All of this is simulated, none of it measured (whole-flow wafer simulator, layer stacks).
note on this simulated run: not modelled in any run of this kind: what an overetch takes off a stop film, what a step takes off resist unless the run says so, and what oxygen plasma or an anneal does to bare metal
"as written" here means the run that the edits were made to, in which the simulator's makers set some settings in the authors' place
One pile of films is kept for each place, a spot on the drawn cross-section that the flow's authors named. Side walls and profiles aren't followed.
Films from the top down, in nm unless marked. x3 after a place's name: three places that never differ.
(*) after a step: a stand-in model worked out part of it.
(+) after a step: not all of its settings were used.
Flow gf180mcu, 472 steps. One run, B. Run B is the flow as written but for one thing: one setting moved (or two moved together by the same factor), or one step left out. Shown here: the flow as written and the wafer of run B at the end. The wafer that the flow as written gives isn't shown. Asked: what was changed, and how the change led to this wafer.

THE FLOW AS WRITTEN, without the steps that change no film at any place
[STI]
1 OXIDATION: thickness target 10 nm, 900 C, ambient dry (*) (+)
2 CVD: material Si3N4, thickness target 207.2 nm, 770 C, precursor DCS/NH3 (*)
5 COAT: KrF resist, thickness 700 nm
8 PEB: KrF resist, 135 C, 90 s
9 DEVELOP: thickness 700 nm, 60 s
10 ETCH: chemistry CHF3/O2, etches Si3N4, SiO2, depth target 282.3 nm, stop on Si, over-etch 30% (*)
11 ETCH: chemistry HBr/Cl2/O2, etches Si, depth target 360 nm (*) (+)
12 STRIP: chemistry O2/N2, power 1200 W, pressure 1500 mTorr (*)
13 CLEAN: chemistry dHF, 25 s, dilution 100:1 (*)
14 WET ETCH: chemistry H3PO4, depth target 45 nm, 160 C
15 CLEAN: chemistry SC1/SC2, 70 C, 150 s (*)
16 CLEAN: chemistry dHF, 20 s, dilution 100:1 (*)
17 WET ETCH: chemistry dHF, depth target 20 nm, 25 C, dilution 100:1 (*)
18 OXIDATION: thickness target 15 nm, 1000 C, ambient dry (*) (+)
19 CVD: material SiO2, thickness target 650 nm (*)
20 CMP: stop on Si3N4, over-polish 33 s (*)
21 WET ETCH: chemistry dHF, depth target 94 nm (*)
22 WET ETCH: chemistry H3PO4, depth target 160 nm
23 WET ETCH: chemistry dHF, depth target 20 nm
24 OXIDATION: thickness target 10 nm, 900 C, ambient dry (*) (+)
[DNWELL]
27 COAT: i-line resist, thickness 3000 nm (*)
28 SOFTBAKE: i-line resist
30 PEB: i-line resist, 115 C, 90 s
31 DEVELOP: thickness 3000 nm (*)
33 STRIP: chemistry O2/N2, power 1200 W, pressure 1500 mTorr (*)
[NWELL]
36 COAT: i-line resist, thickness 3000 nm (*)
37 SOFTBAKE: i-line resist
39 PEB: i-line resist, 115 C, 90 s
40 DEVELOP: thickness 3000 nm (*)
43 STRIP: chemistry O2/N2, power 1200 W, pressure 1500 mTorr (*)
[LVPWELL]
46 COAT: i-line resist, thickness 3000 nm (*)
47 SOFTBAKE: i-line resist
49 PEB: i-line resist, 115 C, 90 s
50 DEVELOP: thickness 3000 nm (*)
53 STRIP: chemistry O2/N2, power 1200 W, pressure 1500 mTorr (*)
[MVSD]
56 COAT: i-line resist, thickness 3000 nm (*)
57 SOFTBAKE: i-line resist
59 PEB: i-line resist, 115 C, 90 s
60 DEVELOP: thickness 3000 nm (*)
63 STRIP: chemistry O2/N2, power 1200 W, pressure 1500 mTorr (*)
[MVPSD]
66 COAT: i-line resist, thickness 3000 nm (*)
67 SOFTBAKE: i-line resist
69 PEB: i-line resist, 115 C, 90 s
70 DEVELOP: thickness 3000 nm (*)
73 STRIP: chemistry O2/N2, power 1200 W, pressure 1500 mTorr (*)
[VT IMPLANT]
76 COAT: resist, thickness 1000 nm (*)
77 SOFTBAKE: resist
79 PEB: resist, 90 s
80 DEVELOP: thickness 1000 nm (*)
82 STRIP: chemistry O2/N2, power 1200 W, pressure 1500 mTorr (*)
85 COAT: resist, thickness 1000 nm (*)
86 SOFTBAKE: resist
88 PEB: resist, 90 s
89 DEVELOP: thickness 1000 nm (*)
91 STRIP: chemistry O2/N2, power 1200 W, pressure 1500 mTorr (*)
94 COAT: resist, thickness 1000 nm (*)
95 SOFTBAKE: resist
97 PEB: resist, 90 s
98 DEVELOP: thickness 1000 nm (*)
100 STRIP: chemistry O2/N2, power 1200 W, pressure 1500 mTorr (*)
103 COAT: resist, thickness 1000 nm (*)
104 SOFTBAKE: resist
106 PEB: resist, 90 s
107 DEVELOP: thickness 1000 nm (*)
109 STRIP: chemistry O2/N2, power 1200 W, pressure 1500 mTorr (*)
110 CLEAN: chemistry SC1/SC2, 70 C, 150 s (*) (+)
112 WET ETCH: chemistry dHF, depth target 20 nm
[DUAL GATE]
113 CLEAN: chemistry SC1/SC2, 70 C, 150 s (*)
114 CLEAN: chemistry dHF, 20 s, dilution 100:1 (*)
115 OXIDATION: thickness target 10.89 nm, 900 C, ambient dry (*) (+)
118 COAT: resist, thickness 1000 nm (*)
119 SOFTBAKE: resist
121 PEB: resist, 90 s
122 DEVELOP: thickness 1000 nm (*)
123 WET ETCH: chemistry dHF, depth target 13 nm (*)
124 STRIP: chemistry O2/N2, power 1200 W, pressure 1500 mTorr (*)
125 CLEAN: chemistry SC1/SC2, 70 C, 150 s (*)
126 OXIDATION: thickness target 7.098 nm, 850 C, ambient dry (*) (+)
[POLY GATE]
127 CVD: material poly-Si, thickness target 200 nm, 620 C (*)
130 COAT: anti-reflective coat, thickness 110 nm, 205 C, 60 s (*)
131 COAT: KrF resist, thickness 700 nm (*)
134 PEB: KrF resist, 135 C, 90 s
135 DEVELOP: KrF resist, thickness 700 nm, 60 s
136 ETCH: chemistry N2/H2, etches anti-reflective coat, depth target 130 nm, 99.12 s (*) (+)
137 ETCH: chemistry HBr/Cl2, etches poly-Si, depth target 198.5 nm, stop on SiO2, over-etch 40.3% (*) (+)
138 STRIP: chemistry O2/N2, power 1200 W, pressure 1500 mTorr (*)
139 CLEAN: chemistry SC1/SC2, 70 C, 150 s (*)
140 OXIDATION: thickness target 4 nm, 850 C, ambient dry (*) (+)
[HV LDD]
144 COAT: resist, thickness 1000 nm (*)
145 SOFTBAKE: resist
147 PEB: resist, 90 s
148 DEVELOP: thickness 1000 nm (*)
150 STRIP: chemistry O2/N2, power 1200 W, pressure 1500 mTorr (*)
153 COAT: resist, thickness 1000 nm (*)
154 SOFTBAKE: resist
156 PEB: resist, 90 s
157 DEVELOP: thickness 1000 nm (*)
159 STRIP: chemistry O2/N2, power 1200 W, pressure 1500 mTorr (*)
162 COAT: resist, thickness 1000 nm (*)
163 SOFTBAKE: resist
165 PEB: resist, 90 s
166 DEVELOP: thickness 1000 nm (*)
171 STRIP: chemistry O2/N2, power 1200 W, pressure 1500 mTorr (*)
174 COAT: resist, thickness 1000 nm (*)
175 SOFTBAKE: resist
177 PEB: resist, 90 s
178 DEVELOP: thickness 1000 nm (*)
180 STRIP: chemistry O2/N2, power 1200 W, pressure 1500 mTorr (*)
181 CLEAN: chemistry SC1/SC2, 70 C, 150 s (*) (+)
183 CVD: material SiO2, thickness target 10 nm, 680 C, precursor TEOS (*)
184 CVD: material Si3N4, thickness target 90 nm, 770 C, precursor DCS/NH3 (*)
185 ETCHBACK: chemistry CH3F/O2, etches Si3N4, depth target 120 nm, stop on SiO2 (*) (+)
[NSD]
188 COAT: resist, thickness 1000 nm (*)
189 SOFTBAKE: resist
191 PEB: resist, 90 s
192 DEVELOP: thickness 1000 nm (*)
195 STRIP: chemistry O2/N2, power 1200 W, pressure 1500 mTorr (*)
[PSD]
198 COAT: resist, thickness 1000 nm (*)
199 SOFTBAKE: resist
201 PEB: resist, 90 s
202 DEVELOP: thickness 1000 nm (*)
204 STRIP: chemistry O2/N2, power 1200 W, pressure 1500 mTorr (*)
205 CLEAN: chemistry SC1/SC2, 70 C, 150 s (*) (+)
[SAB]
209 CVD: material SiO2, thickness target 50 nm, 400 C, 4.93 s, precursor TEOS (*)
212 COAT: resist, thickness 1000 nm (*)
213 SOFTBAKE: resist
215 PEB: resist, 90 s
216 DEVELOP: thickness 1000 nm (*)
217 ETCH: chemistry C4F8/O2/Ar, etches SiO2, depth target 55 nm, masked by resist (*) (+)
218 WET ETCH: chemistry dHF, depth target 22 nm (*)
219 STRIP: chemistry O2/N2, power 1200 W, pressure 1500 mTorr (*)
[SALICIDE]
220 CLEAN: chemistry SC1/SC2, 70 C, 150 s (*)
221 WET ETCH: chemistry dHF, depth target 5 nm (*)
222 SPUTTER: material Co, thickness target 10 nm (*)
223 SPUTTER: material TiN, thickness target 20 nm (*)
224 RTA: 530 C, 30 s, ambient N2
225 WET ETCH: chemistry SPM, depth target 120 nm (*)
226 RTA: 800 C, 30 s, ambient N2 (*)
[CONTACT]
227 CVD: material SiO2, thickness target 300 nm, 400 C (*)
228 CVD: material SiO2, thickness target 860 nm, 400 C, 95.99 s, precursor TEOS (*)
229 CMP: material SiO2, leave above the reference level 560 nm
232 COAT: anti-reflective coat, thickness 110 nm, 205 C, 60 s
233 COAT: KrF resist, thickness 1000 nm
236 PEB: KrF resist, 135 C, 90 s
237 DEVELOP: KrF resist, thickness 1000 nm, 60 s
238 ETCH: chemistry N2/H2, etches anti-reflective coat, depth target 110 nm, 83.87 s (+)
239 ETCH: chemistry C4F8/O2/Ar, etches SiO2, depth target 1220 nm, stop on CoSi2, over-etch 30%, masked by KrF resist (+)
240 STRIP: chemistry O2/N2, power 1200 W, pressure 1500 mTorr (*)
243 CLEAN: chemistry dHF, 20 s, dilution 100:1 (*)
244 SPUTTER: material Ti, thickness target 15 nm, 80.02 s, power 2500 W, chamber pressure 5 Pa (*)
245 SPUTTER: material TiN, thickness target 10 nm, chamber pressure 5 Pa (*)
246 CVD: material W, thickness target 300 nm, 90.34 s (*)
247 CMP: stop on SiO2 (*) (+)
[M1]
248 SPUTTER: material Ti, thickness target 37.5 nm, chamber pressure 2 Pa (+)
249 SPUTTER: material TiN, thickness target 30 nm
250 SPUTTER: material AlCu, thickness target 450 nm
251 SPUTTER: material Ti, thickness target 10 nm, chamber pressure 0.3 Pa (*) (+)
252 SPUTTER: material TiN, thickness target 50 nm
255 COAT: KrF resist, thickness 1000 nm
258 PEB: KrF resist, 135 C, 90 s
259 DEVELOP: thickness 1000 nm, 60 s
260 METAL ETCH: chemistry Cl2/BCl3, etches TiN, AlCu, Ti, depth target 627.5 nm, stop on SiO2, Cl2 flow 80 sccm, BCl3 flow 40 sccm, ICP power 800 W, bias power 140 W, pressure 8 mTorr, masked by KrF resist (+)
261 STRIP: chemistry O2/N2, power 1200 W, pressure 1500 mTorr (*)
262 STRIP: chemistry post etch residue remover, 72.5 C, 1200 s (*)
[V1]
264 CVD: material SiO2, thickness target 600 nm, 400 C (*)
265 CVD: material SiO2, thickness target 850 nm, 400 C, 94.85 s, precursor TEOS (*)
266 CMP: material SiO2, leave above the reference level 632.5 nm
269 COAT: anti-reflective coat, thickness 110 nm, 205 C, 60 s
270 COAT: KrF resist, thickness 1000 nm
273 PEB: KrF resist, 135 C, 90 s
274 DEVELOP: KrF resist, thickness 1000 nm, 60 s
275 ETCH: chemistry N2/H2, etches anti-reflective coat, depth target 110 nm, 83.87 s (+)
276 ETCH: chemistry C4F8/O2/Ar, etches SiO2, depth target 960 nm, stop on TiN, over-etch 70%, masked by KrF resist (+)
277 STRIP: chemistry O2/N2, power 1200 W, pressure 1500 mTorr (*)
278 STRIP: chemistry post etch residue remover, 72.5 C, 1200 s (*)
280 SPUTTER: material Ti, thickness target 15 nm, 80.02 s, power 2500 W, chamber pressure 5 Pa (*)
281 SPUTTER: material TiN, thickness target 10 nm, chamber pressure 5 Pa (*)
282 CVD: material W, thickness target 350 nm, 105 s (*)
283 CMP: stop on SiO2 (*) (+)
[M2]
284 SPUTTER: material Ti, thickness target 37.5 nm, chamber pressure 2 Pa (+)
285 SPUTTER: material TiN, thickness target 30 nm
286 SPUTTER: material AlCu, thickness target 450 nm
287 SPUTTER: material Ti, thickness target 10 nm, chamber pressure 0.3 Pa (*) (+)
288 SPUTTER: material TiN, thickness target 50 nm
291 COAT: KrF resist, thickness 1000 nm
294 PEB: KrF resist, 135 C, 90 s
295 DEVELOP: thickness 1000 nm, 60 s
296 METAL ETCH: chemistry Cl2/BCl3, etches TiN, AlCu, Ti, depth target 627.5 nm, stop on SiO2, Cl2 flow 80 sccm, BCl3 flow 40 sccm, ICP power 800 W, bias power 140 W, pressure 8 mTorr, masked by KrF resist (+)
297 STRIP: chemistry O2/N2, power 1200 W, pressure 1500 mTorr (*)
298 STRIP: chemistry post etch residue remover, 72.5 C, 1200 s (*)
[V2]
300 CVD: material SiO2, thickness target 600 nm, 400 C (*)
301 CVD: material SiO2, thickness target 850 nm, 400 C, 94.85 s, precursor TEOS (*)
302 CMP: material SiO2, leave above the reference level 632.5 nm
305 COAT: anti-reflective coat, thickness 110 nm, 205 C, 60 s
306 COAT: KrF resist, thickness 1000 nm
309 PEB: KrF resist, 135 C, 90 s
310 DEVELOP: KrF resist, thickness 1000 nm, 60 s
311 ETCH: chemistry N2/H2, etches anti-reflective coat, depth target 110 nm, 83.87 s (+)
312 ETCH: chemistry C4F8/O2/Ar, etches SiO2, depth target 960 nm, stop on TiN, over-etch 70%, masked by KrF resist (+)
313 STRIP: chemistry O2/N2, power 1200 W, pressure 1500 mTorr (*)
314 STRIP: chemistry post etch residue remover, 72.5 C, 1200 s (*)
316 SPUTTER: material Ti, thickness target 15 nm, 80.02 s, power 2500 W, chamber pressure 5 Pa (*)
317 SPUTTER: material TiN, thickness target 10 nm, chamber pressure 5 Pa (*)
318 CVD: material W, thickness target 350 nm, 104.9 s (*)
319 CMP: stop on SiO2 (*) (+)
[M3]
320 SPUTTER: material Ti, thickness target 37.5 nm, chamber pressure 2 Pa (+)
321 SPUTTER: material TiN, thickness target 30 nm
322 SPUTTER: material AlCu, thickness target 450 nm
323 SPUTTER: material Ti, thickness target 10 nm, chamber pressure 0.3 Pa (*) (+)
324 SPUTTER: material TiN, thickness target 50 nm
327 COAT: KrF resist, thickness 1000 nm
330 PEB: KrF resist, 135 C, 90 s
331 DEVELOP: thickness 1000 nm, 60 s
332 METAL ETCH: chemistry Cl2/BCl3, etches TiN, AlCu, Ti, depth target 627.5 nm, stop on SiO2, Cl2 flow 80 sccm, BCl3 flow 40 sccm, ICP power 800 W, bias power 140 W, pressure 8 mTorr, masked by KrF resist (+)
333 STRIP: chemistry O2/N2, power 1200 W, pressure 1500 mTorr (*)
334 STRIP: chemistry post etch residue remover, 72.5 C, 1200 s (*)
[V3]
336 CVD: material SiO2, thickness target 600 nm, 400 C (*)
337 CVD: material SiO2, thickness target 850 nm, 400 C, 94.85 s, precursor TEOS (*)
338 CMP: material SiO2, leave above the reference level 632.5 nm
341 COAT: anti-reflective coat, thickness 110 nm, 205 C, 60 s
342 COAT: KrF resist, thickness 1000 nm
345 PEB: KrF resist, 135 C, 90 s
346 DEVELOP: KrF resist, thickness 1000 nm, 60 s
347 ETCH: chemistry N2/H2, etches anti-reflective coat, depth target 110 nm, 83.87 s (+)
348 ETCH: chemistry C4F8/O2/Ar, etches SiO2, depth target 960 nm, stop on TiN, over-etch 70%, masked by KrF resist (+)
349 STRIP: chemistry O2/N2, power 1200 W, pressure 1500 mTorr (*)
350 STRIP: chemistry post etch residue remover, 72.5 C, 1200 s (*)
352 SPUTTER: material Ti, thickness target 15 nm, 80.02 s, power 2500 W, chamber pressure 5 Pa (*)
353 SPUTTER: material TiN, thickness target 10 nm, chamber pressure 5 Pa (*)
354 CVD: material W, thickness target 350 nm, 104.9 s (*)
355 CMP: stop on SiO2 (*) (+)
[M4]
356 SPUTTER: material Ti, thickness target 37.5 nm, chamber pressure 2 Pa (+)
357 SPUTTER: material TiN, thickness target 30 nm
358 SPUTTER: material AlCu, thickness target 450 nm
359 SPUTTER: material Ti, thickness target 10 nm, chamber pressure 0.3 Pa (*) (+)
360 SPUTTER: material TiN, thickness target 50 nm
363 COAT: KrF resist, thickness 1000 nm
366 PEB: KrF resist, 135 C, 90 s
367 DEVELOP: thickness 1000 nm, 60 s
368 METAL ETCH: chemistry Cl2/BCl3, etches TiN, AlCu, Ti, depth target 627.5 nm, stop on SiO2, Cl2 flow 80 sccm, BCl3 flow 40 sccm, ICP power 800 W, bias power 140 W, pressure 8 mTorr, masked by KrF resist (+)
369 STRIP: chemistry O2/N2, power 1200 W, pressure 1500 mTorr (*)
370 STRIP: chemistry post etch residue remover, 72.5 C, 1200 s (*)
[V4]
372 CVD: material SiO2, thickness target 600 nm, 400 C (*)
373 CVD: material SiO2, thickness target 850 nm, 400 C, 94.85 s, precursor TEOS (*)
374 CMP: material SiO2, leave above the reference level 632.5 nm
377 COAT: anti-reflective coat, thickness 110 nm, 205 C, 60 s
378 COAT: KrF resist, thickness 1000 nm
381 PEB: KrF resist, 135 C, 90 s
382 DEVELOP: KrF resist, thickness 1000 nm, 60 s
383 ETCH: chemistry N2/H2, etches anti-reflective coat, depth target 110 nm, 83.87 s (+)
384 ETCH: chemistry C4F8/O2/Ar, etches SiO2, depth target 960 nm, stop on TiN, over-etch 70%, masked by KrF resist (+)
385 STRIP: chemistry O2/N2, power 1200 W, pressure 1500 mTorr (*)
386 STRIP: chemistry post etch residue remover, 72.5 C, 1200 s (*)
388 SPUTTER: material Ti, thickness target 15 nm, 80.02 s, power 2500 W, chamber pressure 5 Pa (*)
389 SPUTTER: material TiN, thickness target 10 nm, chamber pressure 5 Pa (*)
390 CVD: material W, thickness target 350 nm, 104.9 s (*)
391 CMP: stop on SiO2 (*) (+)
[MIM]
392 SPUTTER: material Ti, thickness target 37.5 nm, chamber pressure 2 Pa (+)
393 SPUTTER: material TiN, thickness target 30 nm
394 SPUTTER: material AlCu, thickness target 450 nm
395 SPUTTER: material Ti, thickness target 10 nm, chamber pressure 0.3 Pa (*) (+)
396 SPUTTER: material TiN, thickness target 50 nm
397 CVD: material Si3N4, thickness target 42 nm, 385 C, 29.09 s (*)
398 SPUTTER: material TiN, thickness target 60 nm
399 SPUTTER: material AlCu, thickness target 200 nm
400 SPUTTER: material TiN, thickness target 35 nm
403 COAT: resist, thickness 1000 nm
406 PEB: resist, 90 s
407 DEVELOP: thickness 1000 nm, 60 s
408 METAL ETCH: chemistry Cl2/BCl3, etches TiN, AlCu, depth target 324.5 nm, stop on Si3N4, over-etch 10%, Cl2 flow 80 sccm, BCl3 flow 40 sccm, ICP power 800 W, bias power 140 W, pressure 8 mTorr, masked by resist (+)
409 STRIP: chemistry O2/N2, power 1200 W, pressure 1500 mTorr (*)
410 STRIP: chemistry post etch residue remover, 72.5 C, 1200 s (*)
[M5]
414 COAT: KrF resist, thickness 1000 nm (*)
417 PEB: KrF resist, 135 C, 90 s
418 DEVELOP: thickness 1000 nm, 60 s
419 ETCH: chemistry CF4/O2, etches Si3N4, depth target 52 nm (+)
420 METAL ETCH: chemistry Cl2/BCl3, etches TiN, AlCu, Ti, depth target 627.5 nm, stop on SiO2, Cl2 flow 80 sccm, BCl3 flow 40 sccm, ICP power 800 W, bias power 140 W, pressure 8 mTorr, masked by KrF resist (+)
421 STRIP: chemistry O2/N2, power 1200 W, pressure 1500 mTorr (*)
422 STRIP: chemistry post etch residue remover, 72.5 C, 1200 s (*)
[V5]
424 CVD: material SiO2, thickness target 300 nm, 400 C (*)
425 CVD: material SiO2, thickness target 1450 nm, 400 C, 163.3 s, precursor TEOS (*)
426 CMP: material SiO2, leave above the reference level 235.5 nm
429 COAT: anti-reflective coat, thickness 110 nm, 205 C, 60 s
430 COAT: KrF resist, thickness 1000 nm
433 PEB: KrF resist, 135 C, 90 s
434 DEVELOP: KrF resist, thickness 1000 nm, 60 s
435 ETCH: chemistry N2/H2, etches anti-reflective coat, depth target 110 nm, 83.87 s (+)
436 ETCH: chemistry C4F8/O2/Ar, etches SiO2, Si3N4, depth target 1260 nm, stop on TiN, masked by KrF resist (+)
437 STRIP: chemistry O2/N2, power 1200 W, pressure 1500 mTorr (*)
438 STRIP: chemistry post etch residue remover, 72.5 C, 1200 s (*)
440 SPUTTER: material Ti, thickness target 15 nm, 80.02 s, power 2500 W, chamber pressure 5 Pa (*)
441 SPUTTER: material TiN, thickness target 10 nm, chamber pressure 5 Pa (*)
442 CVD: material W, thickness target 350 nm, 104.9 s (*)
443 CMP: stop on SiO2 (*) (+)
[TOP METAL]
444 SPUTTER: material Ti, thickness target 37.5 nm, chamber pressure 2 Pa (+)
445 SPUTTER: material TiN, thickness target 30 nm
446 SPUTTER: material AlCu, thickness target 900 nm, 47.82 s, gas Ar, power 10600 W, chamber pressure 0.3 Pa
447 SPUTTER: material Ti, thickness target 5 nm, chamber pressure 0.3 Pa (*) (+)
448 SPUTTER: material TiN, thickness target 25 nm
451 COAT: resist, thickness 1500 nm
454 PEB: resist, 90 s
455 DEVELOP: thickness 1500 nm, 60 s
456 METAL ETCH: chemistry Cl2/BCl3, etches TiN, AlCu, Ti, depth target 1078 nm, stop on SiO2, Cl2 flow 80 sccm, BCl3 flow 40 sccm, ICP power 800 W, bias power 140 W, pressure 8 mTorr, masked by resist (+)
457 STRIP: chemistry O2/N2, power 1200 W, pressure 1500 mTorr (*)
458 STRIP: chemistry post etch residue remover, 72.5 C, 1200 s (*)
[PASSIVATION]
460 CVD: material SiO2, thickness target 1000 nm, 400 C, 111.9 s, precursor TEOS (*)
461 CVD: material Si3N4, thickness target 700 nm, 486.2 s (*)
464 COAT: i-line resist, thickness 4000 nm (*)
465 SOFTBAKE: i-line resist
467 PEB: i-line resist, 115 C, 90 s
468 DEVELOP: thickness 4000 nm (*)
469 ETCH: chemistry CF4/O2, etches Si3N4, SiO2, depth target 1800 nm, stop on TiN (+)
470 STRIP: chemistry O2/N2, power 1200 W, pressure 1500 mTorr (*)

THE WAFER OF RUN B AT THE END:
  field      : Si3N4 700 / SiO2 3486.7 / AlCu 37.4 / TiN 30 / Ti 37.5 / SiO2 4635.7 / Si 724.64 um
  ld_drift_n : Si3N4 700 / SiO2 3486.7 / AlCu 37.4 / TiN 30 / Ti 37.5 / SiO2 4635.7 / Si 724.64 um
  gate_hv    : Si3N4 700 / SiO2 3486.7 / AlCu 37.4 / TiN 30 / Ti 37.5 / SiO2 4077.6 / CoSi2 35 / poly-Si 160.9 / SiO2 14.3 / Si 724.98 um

The cause: step 368, METAL ETCH: depth target 466.9 nm was run, where the flow has depth target 627.5 nm.

How the change led to this, step by step:
  368 METAL ETCH: chemistry Cl2/BCl3, etches TiN, AlCu, Ti, depth target 627.5 nm, stop on SiO2, Cl2 flow 80 sccm, BCl3 flow 40 sccm, ICP power 800 W, bias power 140 W, pressure 8 mTorr, masked by KrF resist (+)
      field, field__w1, field__w2 and 103 more: TiN -50 (all of it), Ti -10 (all of it), AlCu -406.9 (as written it would be: TiN -50 (all of it), Ti -10 (all of it), AlCu -450 (all of it), TiN -30 (all of it), Ti -37.5 (all of it))
      field__w8, contact, m1, m1__w1, m1_nw: KrF resist -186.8 (as written it would be: KrF resist -251)
  369 STRIP: chemistry O2/N2, power 1200 W, pressure 1500 mTorr (*)
      field__w8, contact, m1, m1__w1, m1_nw: KrF resist -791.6 (all of it) (as written it would be: KrF resist -727.4 (all of it))
  370 STRIP: chemistry post etch residue remover, 72.5 C, 1200 s (*)
      field, field__w1, field__w2 and 103 more: AlCu -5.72 (as written it would be: nothing)
  372 CVD: material SiO2, thickness target 600 nm, 400 C (*)
      field, field__w1, field__w2 and 103 more: SiO2 +600 (new film) (as written it would be: SiO2 +600)
  374 CMP: material SiO2, leave above the reference level 632.5 nm
      field, field__w1, field__w2 and 103 more: SiO2 -404.9 (as written it would be: SiO2 -300)
Counting metal films that touch as one body, field has 1 body; the flow as written gives 0 bodies.
Counting metal films that touch as one body, ld_drift_n has 1 body; the flow as written gives 0 bodies.
Counting metal films that touch as one body, gate_hv has 2 bodies (between them, from the top down: SiO2 4077.6); the flow as written gives 1 body.
